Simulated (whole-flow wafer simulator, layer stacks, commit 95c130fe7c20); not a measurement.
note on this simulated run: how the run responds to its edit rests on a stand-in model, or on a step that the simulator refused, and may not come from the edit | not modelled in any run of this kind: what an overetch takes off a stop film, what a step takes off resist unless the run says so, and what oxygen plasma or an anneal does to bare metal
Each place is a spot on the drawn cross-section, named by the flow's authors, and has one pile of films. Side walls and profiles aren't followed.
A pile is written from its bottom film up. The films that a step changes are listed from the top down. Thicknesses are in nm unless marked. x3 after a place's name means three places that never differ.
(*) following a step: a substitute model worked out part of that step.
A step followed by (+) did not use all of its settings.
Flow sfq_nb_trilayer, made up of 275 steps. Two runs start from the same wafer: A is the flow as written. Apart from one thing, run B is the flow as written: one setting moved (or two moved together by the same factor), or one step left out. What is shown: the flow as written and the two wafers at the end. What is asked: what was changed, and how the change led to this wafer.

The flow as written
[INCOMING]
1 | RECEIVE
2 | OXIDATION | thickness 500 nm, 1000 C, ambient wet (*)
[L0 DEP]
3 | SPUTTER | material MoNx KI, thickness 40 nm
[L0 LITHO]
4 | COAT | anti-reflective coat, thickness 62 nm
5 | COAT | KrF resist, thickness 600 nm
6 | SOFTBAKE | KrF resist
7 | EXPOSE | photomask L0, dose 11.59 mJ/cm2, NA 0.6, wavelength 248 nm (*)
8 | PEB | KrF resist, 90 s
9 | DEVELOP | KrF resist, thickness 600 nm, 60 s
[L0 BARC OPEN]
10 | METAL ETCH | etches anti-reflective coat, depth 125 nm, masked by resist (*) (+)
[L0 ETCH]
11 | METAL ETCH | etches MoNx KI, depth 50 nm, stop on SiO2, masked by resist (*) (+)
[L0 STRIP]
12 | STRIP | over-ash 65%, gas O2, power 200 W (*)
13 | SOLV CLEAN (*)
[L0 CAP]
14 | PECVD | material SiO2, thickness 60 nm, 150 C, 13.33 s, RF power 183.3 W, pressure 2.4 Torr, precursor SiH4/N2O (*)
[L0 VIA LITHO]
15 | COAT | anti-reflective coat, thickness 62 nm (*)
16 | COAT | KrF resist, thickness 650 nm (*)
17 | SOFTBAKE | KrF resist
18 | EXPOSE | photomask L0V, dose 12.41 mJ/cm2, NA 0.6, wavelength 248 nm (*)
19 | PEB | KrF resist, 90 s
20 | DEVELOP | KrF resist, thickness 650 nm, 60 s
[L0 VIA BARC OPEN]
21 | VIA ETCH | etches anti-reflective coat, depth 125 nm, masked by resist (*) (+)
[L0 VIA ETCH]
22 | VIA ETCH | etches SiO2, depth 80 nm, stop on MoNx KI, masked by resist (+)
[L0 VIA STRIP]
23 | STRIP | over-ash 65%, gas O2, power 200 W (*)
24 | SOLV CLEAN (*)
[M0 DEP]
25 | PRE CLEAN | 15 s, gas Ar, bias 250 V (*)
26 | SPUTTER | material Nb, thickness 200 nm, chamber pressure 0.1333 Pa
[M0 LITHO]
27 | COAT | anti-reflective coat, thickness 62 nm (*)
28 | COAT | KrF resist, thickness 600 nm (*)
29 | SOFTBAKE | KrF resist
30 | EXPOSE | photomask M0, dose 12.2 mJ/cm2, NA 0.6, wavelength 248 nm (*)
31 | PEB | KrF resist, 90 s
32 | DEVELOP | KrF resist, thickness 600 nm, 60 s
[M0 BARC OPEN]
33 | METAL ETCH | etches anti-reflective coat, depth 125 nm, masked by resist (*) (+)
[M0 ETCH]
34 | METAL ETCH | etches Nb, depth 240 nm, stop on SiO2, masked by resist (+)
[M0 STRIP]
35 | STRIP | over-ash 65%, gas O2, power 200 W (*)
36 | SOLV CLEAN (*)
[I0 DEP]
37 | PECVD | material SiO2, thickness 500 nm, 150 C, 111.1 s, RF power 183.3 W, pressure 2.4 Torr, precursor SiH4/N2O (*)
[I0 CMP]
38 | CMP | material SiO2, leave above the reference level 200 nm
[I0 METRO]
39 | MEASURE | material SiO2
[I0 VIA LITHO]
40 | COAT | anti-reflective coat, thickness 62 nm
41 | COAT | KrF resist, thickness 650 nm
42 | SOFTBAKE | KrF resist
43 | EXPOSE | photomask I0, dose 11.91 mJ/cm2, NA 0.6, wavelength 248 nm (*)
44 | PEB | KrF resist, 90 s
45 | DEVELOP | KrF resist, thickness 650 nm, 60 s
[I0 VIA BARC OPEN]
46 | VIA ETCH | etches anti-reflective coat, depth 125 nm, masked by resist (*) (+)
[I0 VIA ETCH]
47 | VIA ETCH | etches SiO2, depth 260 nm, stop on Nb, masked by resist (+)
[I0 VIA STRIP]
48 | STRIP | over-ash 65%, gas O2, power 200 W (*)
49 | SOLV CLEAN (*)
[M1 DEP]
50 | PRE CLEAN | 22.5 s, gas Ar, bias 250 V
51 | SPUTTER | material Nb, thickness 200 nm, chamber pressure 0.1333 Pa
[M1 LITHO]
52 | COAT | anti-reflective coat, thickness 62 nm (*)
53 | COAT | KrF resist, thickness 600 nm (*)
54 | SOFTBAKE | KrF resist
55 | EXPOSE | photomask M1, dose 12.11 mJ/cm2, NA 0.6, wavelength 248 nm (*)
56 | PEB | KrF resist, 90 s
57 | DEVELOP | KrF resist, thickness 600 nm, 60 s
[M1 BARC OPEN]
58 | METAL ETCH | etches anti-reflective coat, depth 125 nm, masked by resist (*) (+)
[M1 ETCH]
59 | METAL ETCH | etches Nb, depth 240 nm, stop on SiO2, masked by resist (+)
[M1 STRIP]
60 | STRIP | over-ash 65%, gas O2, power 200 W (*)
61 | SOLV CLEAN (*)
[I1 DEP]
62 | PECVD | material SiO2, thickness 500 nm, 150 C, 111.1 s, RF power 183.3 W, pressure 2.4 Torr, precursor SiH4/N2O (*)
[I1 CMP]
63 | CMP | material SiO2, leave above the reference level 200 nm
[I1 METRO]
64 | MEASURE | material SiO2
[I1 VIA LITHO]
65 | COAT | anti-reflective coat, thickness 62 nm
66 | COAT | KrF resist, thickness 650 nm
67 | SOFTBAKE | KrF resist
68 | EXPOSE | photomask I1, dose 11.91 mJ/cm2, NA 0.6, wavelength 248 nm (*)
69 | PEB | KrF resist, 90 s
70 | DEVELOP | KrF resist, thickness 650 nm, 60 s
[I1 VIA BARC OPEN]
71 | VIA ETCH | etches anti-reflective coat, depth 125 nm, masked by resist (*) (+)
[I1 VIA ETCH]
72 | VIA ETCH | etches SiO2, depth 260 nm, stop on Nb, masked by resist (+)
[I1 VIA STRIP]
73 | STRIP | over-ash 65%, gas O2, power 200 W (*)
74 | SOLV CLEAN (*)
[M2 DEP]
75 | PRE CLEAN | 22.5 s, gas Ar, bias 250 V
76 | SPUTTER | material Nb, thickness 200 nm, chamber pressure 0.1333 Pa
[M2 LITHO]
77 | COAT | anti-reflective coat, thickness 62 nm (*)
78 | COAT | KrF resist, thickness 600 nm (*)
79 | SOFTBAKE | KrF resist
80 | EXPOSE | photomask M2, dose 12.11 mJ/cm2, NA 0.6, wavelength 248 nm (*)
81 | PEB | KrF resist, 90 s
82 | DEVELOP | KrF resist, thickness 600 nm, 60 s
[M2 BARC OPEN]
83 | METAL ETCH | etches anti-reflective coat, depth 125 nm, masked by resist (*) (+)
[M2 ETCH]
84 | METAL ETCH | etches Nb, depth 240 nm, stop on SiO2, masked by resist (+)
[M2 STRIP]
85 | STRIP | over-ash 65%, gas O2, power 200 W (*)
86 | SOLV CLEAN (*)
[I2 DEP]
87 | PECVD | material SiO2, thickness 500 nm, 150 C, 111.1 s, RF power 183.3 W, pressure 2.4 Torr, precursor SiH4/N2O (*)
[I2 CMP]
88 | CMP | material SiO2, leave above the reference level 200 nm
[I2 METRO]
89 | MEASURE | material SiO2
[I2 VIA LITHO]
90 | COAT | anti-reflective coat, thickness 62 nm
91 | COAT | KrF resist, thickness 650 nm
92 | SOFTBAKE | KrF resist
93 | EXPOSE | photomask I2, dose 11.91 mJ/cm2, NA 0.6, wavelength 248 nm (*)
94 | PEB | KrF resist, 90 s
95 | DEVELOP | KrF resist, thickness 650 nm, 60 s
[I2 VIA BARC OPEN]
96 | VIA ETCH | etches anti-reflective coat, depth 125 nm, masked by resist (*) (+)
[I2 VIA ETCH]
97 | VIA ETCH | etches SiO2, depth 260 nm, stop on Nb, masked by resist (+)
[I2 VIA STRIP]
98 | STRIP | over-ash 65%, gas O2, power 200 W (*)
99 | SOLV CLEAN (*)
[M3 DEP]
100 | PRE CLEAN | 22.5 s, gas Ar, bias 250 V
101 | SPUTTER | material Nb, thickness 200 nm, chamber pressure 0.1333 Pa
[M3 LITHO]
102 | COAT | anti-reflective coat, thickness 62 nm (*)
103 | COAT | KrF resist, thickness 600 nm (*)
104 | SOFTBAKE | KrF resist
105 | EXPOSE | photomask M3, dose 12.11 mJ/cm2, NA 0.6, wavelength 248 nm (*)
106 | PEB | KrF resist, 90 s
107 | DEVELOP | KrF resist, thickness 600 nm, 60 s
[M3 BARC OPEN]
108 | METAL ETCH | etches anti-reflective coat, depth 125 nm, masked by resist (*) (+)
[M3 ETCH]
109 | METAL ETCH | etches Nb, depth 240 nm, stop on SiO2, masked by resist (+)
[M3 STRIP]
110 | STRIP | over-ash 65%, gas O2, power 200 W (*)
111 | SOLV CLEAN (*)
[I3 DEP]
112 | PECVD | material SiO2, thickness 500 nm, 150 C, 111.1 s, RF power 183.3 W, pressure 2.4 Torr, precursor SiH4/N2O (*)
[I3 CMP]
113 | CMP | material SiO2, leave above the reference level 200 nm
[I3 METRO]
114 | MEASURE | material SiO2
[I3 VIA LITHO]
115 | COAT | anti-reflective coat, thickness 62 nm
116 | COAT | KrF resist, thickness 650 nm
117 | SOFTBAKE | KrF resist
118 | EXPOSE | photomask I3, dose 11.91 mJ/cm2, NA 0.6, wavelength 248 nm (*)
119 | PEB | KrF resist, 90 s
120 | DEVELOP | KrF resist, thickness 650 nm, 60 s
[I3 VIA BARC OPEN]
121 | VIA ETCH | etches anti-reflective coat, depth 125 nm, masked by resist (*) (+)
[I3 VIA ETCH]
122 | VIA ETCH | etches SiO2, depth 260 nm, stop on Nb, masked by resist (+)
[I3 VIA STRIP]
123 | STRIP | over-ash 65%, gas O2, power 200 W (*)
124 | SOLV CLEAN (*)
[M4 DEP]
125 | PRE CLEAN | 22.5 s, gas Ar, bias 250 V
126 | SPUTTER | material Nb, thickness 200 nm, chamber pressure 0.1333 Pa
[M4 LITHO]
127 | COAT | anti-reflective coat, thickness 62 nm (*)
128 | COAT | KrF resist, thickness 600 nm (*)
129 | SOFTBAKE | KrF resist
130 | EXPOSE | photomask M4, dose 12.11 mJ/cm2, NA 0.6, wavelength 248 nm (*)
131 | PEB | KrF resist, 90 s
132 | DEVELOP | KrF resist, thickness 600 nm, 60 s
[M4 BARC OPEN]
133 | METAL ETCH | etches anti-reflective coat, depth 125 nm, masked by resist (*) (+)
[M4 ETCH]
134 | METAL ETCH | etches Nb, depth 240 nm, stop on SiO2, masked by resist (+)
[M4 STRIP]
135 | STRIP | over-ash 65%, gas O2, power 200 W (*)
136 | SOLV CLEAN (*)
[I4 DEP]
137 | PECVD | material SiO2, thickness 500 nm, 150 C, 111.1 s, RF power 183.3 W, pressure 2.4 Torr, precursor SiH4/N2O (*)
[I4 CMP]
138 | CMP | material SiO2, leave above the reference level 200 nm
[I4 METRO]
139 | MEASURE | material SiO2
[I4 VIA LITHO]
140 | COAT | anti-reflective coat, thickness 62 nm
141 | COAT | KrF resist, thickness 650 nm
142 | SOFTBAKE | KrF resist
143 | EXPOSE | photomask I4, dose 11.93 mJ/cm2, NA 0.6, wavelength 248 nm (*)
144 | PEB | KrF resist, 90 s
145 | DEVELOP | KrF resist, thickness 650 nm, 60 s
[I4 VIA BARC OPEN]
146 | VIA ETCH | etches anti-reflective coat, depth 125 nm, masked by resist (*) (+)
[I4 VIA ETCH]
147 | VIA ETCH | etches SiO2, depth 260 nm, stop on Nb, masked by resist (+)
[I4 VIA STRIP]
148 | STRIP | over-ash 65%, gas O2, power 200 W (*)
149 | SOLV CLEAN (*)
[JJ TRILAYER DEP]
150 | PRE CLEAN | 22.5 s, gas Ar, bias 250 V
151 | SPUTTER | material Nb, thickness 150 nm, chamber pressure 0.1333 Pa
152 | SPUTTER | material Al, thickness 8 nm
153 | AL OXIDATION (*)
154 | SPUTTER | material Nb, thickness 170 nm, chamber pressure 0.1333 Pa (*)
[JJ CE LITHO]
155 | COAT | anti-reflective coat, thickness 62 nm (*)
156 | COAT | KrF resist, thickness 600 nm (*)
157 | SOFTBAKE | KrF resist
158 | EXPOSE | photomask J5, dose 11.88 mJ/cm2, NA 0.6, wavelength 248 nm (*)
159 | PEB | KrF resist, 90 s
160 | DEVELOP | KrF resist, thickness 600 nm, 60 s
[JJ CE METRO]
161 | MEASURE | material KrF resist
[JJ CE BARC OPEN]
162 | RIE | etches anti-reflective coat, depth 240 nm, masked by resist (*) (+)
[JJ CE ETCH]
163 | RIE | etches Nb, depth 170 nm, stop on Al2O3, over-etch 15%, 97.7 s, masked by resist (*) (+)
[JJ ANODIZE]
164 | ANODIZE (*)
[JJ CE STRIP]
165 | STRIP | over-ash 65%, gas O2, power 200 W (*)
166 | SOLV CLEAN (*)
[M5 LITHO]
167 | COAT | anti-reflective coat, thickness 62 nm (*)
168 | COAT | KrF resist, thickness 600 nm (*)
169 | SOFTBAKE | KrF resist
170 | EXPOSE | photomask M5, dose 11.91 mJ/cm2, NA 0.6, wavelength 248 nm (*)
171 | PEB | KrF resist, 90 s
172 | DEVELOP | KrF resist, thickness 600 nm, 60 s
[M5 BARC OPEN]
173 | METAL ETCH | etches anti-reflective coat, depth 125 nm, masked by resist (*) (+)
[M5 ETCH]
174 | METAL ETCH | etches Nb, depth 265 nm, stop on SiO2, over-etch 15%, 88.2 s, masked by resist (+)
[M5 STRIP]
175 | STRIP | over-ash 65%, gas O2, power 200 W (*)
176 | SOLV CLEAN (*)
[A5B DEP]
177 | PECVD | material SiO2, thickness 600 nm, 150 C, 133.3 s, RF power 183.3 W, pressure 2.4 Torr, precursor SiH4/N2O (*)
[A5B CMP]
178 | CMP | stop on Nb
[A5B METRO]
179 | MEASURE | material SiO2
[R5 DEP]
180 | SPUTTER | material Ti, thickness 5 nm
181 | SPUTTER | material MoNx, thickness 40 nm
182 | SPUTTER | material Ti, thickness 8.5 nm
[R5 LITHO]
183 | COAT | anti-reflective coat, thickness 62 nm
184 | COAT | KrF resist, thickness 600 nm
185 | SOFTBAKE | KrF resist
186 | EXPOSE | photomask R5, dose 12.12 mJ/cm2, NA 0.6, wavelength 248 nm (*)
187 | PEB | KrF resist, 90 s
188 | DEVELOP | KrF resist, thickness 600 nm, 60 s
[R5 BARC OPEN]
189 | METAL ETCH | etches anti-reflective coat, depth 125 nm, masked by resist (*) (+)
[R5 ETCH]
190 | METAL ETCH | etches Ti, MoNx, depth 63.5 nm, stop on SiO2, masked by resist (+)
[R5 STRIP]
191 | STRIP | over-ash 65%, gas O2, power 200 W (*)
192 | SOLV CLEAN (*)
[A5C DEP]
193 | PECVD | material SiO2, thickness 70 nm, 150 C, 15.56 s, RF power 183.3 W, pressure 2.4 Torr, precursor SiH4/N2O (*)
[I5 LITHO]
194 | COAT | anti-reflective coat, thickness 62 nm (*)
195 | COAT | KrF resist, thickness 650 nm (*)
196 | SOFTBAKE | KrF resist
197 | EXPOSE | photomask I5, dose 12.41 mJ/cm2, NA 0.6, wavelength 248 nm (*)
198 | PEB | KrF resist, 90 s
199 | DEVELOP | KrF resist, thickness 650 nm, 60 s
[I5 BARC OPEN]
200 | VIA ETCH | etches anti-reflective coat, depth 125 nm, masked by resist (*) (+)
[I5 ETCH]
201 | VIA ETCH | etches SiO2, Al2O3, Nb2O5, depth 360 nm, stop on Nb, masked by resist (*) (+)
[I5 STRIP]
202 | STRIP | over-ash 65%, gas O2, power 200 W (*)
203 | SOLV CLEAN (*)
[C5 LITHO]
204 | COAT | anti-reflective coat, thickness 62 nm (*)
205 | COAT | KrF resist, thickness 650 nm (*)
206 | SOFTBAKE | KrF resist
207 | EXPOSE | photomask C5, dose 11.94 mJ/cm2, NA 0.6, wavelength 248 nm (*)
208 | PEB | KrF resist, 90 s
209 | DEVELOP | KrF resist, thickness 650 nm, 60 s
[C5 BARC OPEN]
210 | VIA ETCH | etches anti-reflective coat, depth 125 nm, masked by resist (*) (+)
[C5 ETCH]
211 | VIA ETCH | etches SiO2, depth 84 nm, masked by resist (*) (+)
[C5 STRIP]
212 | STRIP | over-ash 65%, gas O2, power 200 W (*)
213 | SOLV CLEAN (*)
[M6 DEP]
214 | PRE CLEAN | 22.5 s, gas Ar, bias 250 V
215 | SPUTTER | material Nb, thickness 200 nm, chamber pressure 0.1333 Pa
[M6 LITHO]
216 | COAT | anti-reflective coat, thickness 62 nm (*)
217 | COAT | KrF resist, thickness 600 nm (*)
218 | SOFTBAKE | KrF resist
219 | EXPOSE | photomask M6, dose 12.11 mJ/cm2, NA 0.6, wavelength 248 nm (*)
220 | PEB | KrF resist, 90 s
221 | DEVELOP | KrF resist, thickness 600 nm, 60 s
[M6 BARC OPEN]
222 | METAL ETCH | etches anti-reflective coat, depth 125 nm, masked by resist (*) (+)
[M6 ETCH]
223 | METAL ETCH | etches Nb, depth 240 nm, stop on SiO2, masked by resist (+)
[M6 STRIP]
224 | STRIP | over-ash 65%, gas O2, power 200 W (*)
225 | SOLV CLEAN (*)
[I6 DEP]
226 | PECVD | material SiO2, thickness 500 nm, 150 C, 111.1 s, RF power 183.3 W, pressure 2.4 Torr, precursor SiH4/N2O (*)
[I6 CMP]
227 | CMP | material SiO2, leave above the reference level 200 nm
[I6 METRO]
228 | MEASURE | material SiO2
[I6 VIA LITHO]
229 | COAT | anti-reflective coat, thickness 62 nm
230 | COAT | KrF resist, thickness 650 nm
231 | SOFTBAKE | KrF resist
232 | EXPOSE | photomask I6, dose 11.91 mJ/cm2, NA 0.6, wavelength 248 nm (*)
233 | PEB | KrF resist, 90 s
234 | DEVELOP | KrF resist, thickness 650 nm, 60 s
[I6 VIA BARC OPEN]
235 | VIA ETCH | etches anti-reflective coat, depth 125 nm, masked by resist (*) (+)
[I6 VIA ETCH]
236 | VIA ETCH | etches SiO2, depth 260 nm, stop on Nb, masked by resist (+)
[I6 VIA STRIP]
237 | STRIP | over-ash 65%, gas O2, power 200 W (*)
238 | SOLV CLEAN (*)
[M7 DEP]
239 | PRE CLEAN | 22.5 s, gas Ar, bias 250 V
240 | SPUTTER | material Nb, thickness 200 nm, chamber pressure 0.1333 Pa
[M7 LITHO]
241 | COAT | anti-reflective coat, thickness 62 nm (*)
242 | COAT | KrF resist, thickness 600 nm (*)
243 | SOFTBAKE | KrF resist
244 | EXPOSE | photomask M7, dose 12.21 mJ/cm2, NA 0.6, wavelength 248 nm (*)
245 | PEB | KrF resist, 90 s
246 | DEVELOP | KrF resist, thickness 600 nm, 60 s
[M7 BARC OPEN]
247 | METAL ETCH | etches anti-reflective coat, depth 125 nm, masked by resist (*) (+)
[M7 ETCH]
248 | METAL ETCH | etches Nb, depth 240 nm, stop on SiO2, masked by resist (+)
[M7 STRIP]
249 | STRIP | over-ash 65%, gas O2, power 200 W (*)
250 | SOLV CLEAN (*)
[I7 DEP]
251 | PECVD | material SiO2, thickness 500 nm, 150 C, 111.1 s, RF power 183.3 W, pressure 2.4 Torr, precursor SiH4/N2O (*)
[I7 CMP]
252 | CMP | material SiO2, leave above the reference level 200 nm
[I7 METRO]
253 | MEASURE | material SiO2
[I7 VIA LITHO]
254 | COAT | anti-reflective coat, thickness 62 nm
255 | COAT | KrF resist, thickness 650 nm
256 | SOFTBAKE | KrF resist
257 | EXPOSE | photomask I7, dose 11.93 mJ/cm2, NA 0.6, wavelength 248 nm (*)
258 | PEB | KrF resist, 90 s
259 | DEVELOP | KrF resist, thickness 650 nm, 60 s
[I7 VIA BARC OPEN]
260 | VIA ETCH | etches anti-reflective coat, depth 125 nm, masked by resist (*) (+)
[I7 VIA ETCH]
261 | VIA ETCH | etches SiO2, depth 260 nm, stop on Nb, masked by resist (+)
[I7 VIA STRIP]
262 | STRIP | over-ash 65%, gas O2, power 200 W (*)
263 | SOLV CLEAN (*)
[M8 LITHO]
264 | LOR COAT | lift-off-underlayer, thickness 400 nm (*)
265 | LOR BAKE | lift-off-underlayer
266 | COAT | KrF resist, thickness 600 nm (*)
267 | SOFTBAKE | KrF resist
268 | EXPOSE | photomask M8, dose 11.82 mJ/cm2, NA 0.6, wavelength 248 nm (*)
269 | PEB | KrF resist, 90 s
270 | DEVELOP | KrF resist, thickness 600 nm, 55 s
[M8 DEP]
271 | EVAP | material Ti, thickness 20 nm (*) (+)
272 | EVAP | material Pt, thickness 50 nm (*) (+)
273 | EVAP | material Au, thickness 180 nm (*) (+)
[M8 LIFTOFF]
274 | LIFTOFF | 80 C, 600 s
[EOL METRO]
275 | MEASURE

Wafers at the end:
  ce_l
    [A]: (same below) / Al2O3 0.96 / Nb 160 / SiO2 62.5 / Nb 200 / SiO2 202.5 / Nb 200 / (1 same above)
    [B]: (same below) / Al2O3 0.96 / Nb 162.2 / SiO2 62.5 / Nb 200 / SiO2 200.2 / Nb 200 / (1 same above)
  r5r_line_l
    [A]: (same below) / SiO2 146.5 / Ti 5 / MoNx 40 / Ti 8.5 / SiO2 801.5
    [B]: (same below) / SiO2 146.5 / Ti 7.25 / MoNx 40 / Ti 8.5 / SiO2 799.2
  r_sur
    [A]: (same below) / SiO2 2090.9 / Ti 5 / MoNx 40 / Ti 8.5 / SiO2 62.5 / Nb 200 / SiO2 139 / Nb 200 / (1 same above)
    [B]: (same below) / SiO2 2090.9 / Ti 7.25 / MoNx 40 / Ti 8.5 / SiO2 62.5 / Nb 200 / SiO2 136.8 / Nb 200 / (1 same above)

What caused this: step 180, SPUTTER: thickness 7.25 nm was run, though the flow has thickness 5 nm.
One can read it off the wafer: r5r_line_l has Ti 7.25, and step 180 as written asks for 5 nm.

The path from the change to this, step by step:
  180 | SPUTTER | material Ti, thickness 5 nm
      field_l, v_sur, via_wl and 103 more: A +5 Ti (new film) | B +7.25 Ti (new film)
  190 | METAL ETCH | etches Ti, MoNx, depth 63.5 nm, stop on SiO2, masked by resist (+)
      field_l, v_sur, via_wl and 92 more: A -8.5 Ti (all of it), -40 MoNx (all of it), -5 Ti (all of it) | B -8.5 Ti (all of it), -40 MoNx (all of it), -7.25 Ti (all of it)
      ce_l, c5j, ce_r, wl_jj: A -8.5 Ti (all of it), -40 MoNx (all of it), -5 Ti (all of it), -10 Nb | B -8.5 Ti (all of it), -40 MoNx (all of it), -7.25 Ti (all of it), -7.75 Nb
